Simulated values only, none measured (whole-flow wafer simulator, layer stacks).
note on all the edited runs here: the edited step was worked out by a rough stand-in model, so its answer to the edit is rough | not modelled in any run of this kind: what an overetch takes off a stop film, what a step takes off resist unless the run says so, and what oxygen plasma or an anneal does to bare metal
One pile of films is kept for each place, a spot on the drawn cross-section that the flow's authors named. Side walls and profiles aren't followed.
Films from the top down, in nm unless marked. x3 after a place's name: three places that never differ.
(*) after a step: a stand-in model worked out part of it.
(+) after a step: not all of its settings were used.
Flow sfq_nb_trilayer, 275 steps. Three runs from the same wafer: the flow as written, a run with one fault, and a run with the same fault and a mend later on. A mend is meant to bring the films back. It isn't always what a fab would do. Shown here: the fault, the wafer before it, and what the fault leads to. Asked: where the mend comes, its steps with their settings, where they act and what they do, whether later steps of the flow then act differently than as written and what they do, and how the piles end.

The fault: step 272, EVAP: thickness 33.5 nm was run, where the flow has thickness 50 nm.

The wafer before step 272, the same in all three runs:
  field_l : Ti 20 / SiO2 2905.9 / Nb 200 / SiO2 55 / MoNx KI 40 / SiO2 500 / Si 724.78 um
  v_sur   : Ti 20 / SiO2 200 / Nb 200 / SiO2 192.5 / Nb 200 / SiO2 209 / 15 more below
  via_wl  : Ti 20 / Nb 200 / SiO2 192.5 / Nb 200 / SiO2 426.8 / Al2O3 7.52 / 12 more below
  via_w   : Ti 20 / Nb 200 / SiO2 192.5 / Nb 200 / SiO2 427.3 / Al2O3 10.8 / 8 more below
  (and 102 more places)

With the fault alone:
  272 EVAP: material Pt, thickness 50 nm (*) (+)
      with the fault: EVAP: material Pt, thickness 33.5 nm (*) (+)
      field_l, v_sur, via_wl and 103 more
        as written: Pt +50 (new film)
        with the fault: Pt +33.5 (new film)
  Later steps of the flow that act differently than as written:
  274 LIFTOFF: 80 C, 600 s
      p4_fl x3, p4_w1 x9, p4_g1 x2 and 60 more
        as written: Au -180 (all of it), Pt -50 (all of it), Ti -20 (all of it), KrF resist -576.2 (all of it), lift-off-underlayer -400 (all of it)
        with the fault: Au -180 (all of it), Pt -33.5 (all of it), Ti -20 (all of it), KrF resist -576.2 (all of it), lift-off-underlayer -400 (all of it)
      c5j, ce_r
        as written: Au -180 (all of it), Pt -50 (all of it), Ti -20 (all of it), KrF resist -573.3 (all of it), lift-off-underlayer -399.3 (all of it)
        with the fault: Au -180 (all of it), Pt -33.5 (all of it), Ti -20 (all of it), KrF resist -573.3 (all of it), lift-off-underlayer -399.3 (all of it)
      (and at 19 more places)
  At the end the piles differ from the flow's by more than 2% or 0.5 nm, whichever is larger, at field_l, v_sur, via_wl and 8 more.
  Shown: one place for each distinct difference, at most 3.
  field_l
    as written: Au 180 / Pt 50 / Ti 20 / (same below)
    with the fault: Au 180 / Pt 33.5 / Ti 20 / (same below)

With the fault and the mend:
  The mend comes after step 272.
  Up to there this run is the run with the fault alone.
  272a EVAP: material Pt, thickness 16.5 nm (*) (+) (the flow's step 272 once more, with other settings)
      field_l, v_sur, via_wl and 103 more
        Pt +16.5
  No later step of the flow acts differently than as written at any place that is followed.
  At the end the piles are the same as the flow's at every place that both follow.
